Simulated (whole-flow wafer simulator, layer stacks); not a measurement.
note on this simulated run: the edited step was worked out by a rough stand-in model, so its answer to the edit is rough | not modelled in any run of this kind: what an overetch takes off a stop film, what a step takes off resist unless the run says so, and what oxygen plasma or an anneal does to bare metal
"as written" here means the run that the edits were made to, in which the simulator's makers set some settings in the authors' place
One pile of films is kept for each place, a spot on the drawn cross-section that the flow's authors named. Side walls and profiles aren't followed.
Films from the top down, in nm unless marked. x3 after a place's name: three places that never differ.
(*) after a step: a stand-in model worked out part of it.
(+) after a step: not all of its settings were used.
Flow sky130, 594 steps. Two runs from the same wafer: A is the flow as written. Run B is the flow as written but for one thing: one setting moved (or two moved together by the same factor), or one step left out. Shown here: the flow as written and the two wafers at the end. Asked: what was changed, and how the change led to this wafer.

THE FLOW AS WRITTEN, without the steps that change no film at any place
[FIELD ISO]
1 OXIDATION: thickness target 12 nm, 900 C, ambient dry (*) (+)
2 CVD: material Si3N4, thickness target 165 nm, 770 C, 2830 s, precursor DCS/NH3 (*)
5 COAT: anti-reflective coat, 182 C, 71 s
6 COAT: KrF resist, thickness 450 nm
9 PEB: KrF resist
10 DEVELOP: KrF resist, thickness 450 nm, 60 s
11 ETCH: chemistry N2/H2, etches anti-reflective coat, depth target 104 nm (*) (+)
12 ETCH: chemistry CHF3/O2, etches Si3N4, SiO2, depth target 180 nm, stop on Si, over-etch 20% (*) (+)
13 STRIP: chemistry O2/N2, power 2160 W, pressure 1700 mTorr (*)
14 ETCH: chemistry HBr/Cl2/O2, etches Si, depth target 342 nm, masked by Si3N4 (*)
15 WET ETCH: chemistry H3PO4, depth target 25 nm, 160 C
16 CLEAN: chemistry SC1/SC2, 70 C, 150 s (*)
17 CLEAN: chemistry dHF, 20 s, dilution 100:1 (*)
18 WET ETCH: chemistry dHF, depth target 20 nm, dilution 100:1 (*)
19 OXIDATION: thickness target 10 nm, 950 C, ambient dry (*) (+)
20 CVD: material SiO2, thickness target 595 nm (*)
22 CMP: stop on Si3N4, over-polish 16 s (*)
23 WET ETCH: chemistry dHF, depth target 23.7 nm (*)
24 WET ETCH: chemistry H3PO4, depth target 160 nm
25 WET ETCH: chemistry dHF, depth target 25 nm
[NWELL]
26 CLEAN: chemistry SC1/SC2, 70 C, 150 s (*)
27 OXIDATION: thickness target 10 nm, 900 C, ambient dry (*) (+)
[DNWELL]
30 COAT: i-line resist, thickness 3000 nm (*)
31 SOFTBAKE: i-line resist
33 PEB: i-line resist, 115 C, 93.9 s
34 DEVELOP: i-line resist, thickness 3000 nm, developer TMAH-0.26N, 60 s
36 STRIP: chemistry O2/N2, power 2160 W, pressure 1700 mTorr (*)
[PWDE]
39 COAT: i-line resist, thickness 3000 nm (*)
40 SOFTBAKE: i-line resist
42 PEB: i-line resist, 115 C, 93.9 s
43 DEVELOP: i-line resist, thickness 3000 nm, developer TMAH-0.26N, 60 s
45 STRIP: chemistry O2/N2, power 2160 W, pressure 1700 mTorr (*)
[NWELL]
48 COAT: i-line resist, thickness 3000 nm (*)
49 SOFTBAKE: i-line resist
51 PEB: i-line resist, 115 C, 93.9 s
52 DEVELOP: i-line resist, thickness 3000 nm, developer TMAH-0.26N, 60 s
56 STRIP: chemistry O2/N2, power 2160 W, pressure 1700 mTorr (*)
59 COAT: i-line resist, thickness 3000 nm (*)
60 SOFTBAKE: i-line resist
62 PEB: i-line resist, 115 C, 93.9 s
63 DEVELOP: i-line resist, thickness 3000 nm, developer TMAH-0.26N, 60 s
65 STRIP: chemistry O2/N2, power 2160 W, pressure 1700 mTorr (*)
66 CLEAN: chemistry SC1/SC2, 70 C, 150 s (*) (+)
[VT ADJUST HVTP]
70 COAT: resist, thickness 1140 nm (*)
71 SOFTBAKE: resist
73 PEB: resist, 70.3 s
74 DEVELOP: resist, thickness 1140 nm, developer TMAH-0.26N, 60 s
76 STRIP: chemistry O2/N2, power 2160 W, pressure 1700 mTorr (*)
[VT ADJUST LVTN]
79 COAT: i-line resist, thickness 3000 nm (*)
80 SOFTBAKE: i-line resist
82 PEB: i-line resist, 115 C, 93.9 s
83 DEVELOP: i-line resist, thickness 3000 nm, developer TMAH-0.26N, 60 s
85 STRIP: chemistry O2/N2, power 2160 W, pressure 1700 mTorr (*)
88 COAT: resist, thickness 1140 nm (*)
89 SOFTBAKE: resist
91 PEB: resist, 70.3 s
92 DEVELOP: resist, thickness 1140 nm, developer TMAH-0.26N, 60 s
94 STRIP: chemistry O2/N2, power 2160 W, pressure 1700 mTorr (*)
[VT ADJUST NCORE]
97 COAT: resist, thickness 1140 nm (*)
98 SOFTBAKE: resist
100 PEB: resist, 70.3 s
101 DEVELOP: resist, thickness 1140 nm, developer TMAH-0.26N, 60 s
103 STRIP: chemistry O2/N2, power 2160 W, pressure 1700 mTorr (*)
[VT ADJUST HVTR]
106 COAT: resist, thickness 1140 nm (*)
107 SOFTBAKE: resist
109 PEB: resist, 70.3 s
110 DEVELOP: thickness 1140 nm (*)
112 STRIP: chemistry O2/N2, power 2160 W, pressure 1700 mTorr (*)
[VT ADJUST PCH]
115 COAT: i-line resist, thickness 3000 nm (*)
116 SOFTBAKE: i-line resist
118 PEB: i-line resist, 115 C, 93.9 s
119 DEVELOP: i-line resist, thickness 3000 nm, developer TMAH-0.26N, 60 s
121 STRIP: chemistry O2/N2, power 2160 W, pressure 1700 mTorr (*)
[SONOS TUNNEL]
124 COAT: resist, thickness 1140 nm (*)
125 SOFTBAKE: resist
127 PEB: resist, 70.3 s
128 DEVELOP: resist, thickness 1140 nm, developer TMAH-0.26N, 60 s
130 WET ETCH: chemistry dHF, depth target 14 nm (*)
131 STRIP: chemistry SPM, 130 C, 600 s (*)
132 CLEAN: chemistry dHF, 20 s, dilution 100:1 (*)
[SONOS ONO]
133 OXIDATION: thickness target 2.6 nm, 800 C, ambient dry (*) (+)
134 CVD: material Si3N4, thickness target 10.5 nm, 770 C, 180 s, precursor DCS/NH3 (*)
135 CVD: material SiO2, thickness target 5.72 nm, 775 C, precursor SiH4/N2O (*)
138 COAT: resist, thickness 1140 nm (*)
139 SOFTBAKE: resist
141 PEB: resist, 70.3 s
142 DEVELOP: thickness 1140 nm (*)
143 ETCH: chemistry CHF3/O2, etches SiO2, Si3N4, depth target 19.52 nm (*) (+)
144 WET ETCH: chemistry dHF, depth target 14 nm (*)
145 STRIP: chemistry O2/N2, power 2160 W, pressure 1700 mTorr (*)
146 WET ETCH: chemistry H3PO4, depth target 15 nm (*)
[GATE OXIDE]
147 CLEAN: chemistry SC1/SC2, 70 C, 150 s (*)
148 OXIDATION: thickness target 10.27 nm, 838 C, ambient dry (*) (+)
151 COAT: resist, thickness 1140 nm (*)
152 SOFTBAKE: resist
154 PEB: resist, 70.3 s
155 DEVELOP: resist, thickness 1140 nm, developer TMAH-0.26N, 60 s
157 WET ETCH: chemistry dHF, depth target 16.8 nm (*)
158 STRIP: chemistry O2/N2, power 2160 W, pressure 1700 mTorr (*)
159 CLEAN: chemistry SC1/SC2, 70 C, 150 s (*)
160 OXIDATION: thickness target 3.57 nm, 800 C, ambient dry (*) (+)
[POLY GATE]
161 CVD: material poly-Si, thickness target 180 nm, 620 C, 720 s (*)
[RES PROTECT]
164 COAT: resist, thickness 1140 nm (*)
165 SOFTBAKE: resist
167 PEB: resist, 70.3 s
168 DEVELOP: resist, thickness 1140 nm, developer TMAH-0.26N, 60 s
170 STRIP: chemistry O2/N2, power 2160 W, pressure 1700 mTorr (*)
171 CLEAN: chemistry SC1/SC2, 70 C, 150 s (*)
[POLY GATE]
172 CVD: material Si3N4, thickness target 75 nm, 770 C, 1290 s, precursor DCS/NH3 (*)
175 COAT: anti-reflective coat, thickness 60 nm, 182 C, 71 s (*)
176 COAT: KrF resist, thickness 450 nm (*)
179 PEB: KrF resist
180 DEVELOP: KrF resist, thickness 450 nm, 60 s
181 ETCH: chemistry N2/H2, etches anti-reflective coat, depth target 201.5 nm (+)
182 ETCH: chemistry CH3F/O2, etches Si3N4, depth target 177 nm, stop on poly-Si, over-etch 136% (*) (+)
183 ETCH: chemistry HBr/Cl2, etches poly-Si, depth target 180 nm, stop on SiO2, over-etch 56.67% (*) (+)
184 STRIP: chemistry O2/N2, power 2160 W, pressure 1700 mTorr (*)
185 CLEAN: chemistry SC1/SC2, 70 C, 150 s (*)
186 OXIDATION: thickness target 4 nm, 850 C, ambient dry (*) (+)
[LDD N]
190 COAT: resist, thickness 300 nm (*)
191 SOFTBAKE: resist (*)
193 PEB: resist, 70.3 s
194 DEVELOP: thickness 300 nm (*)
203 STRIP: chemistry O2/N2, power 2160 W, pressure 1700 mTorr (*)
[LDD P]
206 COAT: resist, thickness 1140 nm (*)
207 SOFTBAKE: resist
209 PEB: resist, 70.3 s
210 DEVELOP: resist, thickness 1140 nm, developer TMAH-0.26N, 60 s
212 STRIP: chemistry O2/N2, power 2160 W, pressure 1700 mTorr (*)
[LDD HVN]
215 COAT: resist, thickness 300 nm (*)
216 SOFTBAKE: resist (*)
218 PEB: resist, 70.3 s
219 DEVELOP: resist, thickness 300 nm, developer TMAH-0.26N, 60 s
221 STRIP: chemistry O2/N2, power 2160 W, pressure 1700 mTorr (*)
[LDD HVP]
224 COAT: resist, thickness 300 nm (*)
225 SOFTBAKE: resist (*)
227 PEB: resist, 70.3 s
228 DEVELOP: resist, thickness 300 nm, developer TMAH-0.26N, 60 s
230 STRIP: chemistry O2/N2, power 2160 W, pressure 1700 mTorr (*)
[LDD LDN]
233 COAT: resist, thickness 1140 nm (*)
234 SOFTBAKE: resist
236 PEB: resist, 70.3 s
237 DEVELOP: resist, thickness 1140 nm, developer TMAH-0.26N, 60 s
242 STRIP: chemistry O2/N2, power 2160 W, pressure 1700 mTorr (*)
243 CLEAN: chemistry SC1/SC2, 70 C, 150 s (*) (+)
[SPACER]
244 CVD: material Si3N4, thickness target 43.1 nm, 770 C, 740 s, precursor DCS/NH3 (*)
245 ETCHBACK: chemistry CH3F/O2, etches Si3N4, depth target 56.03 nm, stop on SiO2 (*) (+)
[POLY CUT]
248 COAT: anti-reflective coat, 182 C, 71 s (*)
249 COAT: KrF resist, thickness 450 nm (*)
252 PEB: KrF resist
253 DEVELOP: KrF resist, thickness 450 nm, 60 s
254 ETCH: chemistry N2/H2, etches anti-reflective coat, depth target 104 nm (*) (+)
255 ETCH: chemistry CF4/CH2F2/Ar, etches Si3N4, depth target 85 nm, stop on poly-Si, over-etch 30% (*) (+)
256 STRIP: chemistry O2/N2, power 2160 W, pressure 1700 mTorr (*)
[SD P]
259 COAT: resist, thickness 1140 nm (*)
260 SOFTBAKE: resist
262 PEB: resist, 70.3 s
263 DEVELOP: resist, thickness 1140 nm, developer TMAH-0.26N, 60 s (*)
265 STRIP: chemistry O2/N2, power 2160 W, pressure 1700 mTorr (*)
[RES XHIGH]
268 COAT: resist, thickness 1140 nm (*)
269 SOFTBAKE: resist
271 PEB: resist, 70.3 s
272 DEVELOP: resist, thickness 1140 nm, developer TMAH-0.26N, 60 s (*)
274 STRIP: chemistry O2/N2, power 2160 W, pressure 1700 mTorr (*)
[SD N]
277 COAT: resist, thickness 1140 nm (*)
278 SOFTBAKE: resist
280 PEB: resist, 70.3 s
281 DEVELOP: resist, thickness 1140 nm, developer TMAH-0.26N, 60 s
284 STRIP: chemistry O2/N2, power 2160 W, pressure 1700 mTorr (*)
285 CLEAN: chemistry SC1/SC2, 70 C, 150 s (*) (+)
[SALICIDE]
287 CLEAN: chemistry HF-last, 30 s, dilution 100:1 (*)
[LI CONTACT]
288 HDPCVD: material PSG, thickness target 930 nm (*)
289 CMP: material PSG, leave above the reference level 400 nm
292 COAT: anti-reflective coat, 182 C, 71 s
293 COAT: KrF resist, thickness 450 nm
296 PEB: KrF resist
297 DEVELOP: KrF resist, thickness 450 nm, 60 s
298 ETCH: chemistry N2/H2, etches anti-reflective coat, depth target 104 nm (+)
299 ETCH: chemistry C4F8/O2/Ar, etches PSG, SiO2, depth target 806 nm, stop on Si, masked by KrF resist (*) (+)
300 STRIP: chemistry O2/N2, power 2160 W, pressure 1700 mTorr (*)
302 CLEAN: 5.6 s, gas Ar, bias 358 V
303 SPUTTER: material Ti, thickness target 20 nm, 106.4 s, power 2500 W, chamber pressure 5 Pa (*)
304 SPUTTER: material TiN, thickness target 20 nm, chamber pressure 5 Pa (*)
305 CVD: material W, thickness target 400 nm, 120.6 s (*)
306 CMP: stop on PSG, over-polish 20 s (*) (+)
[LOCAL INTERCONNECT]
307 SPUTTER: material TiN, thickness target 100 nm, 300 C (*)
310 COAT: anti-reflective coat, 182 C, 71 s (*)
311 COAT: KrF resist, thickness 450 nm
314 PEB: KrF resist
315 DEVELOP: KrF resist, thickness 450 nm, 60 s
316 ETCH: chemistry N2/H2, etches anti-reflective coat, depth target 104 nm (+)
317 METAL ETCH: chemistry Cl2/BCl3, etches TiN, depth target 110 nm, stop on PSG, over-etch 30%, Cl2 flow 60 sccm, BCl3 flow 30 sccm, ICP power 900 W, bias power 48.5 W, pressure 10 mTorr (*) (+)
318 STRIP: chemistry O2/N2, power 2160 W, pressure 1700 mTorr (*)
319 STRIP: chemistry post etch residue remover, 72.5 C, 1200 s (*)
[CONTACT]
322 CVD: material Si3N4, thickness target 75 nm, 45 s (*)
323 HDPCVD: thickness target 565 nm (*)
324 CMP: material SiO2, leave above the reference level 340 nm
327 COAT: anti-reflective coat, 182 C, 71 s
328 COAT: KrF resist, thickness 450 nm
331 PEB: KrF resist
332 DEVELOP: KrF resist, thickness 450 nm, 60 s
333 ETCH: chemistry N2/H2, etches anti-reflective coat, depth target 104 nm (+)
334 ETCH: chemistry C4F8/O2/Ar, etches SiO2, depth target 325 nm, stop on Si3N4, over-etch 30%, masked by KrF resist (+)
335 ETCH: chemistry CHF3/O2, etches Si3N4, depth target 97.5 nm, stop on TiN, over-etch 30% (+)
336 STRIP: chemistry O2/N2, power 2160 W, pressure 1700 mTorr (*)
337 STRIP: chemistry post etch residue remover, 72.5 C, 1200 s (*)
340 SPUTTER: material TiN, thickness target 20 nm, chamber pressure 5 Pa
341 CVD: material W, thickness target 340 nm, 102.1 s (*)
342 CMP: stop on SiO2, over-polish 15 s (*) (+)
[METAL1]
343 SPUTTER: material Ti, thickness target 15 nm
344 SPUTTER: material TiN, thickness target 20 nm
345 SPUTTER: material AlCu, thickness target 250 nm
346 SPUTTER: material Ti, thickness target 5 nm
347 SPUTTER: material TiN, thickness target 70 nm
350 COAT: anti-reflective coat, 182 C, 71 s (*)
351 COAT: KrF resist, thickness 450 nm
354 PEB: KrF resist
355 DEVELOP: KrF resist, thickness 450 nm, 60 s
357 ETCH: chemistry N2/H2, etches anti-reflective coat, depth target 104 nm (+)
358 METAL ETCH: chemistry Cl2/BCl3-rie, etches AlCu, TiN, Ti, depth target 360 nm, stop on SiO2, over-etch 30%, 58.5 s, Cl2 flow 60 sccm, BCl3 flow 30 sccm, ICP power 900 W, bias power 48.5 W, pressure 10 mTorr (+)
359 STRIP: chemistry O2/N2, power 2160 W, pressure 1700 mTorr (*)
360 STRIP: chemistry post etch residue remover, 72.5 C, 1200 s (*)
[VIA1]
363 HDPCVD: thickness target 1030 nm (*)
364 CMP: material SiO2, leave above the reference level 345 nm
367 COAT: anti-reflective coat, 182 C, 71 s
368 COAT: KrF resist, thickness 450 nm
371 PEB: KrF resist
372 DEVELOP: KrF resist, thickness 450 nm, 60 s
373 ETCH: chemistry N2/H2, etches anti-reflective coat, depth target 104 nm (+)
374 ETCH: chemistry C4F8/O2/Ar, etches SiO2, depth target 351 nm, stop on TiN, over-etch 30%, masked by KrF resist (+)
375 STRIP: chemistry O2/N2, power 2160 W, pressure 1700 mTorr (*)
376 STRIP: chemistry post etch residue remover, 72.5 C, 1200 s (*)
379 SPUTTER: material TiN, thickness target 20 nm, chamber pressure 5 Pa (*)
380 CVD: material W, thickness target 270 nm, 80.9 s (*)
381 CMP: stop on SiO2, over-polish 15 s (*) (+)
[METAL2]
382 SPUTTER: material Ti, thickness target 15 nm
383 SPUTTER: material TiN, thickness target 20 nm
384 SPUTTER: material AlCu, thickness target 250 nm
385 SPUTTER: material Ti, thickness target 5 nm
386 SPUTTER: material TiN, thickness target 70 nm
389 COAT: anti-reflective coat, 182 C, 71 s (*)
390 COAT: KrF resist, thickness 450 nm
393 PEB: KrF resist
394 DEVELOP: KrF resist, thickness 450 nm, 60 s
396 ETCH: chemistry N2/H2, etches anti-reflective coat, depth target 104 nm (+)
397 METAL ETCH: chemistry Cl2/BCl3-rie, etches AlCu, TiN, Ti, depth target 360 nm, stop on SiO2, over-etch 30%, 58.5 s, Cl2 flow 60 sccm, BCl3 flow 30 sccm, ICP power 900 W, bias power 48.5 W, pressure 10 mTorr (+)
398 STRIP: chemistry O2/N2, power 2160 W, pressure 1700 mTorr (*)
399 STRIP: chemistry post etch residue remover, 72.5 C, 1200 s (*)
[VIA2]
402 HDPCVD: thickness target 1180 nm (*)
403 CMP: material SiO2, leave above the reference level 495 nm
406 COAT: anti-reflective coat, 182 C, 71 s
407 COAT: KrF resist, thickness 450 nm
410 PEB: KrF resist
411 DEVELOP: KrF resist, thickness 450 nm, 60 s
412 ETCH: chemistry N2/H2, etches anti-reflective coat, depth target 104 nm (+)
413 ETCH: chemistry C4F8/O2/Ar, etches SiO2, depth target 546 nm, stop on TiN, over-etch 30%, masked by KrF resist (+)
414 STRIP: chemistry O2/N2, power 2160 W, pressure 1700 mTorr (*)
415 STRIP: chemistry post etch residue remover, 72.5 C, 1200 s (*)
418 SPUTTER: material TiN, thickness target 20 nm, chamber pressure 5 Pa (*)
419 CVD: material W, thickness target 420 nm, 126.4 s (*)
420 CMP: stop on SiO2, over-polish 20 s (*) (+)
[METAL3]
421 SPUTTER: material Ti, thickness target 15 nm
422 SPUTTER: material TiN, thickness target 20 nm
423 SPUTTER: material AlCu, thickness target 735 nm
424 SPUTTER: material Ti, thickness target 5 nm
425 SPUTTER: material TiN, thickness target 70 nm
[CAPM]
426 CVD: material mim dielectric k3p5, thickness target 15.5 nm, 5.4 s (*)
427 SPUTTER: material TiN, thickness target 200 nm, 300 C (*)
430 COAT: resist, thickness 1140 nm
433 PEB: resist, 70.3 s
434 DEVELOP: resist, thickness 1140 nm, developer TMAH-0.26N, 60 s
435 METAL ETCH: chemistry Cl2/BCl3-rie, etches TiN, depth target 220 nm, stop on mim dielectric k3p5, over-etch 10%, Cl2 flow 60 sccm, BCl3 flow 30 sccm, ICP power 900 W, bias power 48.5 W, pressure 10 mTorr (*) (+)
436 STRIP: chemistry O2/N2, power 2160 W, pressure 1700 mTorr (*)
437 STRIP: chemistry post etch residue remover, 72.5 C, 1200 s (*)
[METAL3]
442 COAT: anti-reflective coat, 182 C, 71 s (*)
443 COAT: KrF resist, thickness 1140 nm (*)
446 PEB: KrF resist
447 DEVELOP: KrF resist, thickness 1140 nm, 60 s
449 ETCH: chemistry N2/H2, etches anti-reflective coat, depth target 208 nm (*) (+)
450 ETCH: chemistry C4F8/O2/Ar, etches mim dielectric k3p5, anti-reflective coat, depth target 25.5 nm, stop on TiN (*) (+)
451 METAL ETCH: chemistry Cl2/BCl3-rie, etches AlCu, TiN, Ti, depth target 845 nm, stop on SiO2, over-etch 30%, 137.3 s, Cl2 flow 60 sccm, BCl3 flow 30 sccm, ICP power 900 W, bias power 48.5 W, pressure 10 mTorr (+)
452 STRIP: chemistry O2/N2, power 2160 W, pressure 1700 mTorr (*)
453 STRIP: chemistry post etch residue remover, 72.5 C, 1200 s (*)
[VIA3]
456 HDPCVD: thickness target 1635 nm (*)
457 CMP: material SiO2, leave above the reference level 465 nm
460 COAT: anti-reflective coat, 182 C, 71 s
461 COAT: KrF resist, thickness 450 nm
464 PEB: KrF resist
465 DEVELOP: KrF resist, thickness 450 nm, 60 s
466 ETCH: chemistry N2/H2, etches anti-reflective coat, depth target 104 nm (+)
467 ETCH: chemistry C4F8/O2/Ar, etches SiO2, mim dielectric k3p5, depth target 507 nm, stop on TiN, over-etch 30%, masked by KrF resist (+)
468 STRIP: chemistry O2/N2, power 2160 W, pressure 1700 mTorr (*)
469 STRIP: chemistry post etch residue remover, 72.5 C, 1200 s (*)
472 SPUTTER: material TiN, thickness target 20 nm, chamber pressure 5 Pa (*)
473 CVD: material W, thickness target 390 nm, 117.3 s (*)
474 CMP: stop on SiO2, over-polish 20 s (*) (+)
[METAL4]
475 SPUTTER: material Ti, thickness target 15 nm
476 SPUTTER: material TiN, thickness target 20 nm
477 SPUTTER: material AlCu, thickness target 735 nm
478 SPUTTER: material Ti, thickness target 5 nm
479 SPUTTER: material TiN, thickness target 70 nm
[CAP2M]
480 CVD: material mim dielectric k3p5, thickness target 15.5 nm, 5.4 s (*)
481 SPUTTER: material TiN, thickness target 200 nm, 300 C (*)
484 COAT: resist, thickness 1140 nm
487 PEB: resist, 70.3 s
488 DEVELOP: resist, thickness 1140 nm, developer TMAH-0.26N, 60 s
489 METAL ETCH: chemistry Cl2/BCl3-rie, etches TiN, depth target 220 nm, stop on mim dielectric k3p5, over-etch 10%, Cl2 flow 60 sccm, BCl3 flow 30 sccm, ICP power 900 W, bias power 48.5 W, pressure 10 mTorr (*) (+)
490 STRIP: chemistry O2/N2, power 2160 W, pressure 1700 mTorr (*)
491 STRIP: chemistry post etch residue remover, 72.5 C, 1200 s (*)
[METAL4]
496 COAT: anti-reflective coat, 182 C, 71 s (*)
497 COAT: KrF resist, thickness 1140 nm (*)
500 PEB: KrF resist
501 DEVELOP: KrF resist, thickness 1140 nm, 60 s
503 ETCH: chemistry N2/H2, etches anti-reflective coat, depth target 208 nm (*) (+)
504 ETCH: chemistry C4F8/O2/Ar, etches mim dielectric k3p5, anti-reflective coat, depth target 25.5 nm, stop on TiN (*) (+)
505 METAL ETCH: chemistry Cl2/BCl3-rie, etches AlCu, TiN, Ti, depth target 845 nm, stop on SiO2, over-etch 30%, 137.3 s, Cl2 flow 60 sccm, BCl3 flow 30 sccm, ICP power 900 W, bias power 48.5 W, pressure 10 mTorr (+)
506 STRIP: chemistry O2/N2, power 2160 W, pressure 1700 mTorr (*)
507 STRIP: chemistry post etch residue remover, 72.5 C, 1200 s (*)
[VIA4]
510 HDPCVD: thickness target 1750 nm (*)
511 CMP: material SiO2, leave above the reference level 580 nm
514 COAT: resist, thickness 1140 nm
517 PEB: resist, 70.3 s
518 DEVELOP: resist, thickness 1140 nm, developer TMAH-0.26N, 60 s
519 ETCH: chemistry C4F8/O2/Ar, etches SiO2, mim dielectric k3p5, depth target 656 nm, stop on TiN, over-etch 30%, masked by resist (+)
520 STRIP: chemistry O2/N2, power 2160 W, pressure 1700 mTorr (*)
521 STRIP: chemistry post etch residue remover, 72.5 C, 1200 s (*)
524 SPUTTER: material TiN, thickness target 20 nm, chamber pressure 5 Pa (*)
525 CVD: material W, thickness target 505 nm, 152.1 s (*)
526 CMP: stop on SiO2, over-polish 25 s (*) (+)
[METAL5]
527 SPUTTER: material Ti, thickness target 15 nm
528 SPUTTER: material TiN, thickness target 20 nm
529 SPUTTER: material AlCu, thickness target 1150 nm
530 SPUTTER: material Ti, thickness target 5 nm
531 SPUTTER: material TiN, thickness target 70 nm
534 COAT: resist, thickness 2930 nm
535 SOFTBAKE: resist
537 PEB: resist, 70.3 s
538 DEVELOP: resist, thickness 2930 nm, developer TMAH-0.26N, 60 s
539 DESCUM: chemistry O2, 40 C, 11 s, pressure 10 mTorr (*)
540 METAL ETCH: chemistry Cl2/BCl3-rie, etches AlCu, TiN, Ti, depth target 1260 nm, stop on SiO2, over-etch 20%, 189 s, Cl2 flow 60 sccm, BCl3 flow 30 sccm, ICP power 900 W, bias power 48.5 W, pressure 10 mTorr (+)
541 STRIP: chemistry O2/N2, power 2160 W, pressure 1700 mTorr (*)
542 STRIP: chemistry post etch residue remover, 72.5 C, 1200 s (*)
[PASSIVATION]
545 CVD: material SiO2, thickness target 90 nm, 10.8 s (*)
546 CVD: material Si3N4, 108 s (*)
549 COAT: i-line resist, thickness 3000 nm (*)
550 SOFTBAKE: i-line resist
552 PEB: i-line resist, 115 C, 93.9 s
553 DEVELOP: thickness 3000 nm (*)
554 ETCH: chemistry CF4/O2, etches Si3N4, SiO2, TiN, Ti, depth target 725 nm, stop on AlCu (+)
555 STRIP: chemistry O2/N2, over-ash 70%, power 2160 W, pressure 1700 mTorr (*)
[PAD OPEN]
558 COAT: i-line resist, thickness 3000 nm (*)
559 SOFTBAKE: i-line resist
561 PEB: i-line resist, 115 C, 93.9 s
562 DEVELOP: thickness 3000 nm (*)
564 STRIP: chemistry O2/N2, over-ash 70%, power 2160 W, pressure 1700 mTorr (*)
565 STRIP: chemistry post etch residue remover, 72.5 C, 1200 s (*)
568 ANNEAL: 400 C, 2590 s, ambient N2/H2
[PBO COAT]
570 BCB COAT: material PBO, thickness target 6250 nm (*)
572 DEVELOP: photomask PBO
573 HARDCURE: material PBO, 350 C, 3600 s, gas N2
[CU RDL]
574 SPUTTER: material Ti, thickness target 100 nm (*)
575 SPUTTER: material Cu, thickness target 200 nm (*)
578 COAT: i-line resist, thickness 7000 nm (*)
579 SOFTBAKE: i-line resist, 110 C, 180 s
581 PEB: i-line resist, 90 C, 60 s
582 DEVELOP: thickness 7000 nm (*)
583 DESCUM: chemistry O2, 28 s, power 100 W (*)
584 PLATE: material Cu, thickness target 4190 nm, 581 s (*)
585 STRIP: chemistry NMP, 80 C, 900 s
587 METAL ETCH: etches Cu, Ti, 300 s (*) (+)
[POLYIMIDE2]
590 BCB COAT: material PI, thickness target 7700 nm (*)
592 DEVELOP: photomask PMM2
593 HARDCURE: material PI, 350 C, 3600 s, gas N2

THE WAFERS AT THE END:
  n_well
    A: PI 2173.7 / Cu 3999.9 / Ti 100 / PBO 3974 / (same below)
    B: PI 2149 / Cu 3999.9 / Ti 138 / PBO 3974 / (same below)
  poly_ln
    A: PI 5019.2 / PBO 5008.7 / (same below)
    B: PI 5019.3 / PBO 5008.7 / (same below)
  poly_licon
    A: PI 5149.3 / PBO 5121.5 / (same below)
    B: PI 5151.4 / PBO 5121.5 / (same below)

The cause: step 574, SPUTTER: thickness target 138 nm was run, where the flow has thickness target 100 nm.
It can be read off the wafer: n_well has Ti 138, and step 574 as written asks for 100 nm.

How the change led to this, step by step:
  574 SPUTTER: material Ti, thickness target 100 nm (*)
      field, active, n_well and 190 more: A Ti +100 (new film) | B Ti +138 (new film)
  587 METAL ETCH: etches Cu, Ti, 300 s (*) (+)
      field, active, gate and 167 more: A Cu -200 (all of it), Ti -100 (all of it) | B Cu -200 (all of it), Ti -138 (all of it)
  590 BCB COAT: material PI, thickness target 7700 nm (*)
      de16_gate_nw: A PI +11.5 um (new film) | B PI +11.54 um (new film)
